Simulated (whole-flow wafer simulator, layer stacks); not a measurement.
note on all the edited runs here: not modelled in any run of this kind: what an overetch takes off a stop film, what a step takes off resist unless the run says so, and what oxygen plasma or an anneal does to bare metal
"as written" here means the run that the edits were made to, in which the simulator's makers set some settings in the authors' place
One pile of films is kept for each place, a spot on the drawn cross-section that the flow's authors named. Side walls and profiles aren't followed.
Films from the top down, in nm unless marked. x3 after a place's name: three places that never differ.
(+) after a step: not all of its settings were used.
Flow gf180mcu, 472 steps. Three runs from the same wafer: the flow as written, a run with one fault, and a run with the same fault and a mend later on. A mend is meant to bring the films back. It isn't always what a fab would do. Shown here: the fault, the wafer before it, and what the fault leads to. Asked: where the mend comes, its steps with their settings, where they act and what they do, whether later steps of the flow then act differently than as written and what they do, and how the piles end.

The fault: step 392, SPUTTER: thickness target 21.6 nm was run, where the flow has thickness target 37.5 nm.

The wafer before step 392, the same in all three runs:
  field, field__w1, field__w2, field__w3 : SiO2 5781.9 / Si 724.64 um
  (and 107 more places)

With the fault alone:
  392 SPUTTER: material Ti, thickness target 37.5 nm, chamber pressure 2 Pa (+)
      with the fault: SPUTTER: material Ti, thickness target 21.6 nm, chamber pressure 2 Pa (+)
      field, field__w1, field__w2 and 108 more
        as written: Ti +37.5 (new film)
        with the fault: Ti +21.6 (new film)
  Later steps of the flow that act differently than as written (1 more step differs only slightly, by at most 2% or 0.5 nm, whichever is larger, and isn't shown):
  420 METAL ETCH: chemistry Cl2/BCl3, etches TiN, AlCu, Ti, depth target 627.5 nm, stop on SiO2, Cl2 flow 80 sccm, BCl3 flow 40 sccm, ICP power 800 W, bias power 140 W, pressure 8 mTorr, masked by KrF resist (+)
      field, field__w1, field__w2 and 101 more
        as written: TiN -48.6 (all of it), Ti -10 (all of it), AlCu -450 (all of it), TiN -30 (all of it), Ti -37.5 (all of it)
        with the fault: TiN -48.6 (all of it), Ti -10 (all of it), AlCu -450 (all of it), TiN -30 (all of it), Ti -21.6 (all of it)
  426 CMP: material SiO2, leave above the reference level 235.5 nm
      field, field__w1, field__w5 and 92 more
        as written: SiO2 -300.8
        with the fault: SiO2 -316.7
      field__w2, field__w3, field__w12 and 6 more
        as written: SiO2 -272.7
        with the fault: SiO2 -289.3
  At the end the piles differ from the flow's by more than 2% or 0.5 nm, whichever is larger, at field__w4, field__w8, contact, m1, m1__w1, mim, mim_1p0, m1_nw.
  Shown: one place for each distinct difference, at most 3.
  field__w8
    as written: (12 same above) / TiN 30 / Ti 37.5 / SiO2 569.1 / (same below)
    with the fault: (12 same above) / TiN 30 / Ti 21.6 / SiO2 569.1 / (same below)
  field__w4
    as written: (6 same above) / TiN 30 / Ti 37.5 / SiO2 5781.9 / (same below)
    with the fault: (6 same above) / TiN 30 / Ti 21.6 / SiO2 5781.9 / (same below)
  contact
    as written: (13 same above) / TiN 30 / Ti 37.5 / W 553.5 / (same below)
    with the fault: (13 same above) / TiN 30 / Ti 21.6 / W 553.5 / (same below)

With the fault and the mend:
  The mend comes after step 392.
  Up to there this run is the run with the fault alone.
  392a SPUTTER: material Ti, thickness target 15.9 nm, chamber pressure 2 Pa (+) (the flow's step 392 once more, with other settings)
      field, field__w1, field__w2 and 108 more
        Ti +15.9
  No later step of the flow acts differently than as written at any place that is followed.
  At the end the piles are the same as the flow's at every place that both follow.
